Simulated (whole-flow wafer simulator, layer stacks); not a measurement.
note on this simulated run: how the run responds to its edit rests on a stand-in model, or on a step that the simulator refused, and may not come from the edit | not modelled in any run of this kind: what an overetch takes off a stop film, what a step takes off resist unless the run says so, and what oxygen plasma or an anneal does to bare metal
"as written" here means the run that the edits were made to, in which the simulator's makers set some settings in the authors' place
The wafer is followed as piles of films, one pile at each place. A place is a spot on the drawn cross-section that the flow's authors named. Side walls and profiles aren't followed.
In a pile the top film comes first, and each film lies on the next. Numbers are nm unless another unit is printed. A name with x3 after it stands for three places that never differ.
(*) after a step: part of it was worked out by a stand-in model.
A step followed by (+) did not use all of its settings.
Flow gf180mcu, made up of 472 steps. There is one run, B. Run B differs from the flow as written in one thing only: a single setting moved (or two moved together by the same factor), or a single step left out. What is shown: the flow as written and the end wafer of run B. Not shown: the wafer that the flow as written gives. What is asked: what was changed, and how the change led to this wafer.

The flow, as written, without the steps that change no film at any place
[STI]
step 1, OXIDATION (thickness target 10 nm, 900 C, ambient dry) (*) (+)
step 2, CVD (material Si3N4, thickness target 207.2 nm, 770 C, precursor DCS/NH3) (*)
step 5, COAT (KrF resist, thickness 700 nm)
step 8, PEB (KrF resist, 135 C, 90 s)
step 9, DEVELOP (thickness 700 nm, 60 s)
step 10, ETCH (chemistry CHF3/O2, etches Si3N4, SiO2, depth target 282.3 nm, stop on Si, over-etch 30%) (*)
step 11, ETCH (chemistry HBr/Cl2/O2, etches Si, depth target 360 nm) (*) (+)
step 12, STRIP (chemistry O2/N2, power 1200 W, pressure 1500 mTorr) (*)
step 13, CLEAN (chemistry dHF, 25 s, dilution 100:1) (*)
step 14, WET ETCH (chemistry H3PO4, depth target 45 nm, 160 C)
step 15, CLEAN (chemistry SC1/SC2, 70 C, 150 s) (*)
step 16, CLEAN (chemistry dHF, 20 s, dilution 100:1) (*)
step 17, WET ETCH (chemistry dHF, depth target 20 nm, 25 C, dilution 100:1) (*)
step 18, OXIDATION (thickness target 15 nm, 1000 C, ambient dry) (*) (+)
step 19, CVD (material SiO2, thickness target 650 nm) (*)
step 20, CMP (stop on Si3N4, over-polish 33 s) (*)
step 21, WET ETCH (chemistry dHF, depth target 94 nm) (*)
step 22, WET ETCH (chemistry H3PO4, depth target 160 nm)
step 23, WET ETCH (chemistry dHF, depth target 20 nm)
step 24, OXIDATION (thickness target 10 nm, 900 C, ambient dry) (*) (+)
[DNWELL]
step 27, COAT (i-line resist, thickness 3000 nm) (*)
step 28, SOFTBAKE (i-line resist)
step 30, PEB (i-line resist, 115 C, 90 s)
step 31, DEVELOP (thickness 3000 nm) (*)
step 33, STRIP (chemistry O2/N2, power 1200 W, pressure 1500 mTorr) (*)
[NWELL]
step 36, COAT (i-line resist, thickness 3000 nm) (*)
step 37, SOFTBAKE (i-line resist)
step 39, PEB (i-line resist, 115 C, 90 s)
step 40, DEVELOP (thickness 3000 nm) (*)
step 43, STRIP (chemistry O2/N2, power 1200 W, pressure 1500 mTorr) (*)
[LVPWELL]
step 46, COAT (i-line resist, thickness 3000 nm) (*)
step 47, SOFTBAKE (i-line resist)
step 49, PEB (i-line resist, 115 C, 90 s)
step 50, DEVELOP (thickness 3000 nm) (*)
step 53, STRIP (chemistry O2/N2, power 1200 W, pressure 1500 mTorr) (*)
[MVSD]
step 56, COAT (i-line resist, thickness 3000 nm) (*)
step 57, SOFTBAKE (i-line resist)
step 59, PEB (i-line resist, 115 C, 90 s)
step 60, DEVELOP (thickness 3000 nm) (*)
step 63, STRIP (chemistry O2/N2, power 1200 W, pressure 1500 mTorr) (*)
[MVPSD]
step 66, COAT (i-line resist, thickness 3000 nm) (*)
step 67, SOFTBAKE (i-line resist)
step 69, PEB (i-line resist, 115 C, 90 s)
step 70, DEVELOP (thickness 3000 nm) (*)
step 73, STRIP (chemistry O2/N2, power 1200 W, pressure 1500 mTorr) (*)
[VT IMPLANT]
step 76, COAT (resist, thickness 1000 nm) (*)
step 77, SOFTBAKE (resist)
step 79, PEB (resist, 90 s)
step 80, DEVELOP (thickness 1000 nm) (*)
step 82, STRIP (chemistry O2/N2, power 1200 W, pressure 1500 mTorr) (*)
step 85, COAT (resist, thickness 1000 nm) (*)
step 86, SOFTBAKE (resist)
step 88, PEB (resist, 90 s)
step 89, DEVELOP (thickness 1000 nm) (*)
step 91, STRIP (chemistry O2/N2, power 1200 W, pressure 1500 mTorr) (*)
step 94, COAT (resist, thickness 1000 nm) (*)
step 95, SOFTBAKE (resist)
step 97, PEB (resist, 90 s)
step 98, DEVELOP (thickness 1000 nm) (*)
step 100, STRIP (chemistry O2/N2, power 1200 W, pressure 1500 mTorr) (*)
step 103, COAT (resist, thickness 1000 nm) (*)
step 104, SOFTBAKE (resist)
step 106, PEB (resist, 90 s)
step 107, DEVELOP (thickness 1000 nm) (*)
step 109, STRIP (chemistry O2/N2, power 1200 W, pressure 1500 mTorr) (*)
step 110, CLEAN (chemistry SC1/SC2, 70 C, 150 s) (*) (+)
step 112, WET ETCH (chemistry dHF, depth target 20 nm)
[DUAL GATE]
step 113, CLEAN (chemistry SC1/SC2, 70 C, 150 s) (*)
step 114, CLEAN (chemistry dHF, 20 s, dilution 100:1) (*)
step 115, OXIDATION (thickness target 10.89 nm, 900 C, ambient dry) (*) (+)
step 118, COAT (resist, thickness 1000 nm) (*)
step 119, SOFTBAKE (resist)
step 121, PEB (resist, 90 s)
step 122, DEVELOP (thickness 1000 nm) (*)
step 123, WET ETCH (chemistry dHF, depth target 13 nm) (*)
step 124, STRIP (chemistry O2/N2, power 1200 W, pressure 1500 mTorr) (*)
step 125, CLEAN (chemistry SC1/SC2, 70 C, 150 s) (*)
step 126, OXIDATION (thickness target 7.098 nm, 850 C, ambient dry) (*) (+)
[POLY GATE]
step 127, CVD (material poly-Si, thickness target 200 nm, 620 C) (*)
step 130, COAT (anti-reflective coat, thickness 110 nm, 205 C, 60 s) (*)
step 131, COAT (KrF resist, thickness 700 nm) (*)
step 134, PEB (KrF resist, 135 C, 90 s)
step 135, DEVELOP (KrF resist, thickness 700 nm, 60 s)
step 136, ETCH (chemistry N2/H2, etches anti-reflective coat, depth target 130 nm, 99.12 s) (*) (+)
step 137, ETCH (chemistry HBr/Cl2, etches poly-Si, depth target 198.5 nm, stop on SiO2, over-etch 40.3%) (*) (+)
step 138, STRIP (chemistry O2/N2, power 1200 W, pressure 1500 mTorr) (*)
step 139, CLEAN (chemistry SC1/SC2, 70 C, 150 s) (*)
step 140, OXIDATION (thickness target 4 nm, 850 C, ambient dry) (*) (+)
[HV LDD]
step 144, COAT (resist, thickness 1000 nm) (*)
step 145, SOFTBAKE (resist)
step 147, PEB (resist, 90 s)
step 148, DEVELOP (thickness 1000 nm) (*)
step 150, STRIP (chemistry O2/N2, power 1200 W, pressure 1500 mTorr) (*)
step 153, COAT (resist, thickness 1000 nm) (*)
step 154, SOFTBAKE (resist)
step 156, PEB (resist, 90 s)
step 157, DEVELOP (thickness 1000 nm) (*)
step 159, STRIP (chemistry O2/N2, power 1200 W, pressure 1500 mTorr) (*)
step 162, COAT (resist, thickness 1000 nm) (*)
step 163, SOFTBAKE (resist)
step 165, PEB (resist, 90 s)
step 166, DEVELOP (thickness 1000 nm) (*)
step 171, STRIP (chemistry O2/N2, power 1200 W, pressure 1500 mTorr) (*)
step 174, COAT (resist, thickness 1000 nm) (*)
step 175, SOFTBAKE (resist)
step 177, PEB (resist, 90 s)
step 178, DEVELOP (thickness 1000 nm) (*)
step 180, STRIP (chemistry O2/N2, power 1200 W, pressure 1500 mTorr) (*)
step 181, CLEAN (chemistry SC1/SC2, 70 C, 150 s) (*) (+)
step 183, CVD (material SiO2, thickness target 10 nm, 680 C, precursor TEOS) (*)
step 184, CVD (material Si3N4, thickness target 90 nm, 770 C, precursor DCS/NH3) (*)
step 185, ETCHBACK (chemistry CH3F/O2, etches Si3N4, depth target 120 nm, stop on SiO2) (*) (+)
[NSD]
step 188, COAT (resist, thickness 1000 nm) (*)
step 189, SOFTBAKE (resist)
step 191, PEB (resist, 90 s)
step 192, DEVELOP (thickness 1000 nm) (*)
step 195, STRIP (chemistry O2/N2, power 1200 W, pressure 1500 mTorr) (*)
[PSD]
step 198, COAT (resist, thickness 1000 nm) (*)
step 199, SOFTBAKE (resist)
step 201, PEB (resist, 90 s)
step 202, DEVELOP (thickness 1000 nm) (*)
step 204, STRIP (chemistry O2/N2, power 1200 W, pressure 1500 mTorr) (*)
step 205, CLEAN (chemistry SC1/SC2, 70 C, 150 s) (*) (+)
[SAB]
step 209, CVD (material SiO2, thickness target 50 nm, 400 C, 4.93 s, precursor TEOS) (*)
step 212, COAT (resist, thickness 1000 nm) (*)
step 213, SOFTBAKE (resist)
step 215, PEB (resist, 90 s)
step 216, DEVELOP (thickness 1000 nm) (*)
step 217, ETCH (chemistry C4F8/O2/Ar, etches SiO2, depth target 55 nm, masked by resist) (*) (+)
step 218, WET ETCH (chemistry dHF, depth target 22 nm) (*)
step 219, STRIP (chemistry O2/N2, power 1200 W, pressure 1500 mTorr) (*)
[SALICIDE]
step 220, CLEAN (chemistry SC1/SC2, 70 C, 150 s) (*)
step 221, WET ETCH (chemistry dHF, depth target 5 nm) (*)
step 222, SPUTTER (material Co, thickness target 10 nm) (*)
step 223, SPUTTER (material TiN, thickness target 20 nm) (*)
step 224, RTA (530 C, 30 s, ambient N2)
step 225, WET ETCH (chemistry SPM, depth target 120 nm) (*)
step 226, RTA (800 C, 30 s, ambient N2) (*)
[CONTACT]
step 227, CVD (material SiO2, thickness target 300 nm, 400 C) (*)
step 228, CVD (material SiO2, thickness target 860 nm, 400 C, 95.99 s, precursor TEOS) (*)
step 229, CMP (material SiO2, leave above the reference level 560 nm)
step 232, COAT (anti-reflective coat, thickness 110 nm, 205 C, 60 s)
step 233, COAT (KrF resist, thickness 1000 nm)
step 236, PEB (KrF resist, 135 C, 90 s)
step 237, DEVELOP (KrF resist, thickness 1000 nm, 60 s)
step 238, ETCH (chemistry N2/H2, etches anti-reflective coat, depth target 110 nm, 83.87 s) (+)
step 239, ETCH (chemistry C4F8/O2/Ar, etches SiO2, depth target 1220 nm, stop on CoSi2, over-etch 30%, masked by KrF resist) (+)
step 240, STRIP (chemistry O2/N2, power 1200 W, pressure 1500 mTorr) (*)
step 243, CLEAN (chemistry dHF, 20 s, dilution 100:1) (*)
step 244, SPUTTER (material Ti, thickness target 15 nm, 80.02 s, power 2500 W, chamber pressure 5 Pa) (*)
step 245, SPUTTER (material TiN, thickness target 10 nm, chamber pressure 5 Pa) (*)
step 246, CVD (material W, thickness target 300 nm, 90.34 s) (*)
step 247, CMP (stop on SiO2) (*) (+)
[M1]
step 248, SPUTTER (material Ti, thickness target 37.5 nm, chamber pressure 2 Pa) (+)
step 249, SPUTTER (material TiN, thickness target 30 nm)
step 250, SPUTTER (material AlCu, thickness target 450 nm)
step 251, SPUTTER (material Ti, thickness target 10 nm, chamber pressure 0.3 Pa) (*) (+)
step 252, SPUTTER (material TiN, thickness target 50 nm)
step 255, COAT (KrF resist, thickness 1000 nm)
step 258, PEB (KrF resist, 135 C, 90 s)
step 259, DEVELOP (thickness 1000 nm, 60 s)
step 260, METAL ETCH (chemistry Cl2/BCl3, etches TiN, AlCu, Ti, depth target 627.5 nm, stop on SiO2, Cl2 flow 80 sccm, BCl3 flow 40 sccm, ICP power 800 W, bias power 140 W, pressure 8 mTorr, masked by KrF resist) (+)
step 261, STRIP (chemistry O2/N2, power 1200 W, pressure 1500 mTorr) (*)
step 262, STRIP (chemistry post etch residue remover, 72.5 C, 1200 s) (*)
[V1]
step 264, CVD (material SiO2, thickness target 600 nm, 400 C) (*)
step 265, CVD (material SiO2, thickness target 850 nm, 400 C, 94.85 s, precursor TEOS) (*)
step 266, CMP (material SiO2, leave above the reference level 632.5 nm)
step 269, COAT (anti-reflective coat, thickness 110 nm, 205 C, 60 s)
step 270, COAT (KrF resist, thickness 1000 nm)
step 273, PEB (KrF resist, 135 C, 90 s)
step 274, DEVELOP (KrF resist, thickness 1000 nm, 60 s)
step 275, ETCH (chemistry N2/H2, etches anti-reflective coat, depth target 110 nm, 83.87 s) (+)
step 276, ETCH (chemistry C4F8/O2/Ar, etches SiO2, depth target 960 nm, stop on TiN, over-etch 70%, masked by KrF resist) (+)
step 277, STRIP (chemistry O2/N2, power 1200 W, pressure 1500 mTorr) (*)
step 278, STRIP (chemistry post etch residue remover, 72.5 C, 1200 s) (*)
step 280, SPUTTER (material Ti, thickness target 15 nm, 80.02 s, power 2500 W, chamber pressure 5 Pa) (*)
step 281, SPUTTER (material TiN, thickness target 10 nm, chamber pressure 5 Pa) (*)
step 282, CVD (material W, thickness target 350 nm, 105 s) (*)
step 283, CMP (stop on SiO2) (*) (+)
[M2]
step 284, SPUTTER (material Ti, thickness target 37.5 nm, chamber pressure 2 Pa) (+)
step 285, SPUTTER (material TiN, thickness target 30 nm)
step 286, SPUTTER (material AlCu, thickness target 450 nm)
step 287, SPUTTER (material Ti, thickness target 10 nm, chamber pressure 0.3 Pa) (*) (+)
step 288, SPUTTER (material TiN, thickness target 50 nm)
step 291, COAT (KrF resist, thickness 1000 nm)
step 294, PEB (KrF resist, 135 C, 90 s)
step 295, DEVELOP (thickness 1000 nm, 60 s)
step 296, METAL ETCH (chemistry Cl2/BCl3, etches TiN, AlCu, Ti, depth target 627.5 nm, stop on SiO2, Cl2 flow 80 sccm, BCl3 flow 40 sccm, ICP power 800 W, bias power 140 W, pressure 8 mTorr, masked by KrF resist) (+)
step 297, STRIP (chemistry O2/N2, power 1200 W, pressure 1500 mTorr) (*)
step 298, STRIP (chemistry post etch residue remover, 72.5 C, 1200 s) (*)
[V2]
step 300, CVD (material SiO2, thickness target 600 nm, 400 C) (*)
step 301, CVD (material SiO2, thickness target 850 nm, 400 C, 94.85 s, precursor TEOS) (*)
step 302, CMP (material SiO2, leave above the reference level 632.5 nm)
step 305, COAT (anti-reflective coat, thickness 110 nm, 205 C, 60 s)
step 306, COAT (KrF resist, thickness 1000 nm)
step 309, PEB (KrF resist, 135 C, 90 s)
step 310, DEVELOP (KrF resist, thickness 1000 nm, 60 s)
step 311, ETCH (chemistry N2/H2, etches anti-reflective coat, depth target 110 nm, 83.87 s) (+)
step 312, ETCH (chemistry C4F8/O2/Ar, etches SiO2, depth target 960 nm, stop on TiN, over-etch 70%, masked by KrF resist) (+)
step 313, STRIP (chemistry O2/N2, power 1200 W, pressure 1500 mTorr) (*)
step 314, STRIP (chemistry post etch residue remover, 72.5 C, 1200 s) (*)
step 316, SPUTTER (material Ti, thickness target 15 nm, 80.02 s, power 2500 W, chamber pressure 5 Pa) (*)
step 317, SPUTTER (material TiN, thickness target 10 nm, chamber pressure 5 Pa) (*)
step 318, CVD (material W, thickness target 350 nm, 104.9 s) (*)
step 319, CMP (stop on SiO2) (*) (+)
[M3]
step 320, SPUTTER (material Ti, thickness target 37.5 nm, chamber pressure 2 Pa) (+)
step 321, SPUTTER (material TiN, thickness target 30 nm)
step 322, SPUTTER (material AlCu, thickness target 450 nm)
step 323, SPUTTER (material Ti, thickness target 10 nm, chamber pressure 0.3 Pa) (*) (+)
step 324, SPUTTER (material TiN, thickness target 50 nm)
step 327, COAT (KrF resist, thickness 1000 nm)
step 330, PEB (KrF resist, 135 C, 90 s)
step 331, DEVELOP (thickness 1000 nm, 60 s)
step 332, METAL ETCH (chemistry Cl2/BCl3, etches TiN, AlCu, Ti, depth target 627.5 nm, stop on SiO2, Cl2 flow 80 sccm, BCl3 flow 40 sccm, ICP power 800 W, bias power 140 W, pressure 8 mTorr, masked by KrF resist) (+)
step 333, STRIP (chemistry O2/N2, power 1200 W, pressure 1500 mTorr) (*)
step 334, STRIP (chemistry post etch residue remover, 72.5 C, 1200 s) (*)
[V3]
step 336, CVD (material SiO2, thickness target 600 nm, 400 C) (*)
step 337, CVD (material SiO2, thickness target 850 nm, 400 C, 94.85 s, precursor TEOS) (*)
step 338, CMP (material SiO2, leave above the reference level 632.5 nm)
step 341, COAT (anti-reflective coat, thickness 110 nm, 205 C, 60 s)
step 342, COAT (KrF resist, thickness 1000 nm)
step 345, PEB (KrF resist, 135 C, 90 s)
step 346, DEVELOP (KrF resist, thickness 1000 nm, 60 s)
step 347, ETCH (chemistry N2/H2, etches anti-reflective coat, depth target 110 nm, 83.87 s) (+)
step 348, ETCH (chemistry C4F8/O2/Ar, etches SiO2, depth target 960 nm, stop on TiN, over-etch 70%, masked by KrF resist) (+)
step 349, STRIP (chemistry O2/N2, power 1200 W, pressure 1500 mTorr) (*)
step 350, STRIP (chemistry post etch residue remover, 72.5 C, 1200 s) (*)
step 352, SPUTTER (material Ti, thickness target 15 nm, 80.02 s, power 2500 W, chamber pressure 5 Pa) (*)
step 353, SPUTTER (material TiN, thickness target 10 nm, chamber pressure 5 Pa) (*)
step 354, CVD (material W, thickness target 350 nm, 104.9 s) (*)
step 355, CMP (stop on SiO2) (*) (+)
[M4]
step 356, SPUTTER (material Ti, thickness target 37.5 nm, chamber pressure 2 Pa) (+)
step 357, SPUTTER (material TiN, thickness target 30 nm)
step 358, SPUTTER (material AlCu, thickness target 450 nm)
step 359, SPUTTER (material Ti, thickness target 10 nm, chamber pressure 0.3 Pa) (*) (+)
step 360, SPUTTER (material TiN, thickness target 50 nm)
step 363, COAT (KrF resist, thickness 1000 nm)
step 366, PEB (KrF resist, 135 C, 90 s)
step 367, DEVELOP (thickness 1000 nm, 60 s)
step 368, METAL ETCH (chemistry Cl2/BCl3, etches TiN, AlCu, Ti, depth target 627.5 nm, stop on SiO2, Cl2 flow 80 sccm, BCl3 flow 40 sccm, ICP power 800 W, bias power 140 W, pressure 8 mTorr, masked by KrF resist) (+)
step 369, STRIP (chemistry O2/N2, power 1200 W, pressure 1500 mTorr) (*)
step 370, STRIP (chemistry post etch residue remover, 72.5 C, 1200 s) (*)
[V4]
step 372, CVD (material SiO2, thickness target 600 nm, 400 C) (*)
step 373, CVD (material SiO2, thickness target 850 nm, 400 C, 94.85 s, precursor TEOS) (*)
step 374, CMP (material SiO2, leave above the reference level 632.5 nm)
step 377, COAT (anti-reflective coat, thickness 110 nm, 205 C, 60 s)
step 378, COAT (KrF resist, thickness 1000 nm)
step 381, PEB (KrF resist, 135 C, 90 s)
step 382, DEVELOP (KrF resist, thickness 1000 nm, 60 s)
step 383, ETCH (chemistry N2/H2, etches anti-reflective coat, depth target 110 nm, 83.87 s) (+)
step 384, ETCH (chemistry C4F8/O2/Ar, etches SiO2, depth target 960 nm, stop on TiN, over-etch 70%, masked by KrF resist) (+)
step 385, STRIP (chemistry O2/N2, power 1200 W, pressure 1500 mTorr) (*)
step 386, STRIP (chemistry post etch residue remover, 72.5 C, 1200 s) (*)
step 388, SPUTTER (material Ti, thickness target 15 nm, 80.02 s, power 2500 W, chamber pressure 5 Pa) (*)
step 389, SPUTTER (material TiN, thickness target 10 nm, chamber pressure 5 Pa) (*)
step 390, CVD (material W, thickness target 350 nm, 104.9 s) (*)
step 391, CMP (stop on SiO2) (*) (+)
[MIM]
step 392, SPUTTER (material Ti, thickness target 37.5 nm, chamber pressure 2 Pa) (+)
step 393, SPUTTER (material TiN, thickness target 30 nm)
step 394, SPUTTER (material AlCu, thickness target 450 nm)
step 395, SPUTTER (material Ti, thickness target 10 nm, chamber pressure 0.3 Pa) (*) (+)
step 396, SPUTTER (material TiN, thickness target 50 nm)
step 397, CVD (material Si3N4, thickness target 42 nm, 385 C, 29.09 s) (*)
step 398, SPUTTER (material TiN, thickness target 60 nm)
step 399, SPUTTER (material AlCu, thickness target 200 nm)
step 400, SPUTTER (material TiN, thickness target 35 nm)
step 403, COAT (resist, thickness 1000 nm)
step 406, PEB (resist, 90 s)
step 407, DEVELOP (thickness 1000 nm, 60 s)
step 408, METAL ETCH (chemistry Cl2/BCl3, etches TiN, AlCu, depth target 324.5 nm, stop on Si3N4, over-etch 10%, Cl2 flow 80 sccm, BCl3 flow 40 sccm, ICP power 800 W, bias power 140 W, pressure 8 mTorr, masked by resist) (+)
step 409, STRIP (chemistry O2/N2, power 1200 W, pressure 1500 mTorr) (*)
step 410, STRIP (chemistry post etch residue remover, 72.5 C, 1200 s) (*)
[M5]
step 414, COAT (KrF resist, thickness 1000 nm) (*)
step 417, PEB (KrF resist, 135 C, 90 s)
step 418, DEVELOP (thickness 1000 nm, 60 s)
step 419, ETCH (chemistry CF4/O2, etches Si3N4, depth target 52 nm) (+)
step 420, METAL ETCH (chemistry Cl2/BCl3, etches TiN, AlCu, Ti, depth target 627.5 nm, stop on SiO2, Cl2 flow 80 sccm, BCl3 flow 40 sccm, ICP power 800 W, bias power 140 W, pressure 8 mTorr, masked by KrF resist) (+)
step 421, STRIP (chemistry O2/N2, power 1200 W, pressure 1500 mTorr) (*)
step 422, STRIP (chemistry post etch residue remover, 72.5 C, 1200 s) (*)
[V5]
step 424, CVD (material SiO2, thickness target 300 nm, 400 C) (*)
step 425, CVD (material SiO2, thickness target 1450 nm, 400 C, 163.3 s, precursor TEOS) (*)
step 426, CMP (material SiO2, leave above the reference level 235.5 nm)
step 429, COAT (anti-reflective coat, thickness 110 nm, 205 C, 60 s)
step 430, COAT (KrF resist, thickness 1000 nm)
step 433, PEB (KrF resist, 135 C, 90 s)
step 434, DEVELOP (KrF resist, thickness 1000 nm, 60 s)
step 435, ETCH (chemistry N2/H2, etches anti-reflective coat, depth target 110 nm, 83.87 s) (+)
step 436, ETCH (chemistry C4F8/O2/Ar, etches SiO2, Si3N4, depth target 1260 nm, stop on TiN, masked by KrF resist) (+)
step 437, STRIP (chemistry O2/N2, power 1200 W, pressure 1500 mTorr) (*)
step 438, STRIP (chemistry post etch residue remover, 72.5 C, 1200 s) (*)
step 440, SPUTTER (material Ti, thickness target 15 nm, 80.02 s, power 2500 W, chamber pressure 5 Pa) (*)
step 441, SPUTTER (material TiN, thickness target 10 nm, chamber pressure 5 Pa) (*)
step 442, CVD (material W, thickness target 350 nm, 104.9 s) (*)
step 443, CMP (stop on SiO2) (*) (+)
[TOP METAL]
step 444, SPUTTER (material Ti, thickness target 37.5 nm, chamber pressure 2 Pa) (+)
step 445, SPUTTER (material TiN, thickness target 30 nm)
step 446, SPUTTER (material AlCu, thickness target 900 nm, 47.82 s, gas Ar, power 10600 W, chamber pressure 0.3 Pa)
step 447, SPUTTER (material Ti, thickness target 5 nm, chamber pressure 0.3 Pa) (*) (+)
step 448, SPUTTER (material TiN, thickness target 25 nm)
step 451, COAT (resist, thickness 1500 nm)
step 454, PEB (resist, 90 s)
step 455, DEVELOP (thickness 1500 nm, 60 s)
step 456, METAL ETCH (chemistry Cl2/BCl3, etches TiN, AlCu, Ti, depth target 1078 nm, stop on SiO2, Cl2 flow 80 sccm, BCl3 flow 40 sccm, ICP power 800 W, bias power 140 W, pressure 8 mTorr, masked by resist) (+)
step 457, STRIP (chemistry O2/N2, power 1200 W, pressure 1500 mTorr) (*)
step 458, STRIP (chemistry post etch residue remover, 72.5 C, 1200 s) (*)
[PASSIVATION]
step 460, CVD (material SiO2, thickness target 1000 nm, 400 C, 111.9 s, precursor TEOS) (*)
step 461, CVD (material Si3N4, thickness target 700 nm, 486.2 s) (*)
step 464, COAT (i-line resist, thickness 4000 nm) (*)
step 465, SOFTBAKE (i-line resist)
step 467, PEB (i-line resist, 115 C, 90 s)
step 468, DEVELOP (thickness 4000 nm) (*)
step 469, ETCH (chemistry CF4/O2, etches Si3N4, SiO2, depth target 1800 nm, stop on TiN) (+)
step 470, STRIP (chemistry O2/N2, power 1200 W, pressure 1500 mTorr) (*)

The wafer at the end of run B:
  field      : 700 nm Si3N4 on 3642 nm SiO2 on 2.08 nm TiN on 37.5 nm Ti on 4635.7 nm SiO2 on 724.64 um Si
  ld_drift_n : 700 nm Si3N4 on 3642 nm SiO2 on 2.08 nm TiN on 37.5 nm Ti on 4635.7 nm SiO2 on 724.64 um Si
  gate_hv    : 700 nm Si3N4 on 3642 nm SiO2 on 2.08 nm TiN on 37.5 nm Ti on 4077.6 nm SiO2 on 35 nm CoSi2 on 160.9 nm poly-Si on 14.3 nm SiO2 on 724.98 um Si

The reason: step 358, SPUTTER: thickness target 540 nm was run, while the flow as written has thickness target 450 nm.

How this came from the change, step by step:
  step 358, SPUTTER (material AlCu, thickness target 450 nm)
      field, field__w1, field__w2 and 108 more: AlCu gains 540 (new film) (it would be, as written: AlCu gains 450 (new film))
  step 368, METAL ETCH (chemistry Cl2/BCl3, etches TiN, AlCu, Ti, depth target 627.5 nm, stop on SiO2, Cl2 flow 80 sccm, BCl3 flow 40 sccm, ICP power 800 W, bias power 140 W, pressure 8 mTorr, masked by KrF resist) (+)
      field, field__w1, field__w2 and 103 more: TiN loses 50 (all of it), Ti loses 10 (all of it), AlCu loses 540 (all of it), TiN loses 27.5 (it would be, as written: TiN loses 50 (all of it), Ti loses 10 (all of it), AlCu loses 450 (all of it), TiN loses 30 (all of it), Ti loses 37.5 (all of it))
  step 372, CVD (material SiO2, thickness target 600 nm, 400 C) (*)
      field, field__w1, field__w2 and 103 more: SiO2 gains 600 (new film) (it would be, as written: SiO2 gains 600)
  step 374, CMP (material SiO2, leave above the reference level 632.5 nm)
      field, field__w1, field__w2 and 103 more: SiO2 loses 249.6 (it would be, as written: SiO2 loses 300)
Taking metal films that touch as one body, field has 1 body; the flow as written gives 0 bodies.
Taking metal films that touch as one body, ld_drift_n has 1 body; the flow as written gives 0 bodies.
Taking metal films that touch as one body, gate_hv has 2 bodies (between them, from the top down: SiO2 4077.6); the flow as written gives 1 body.
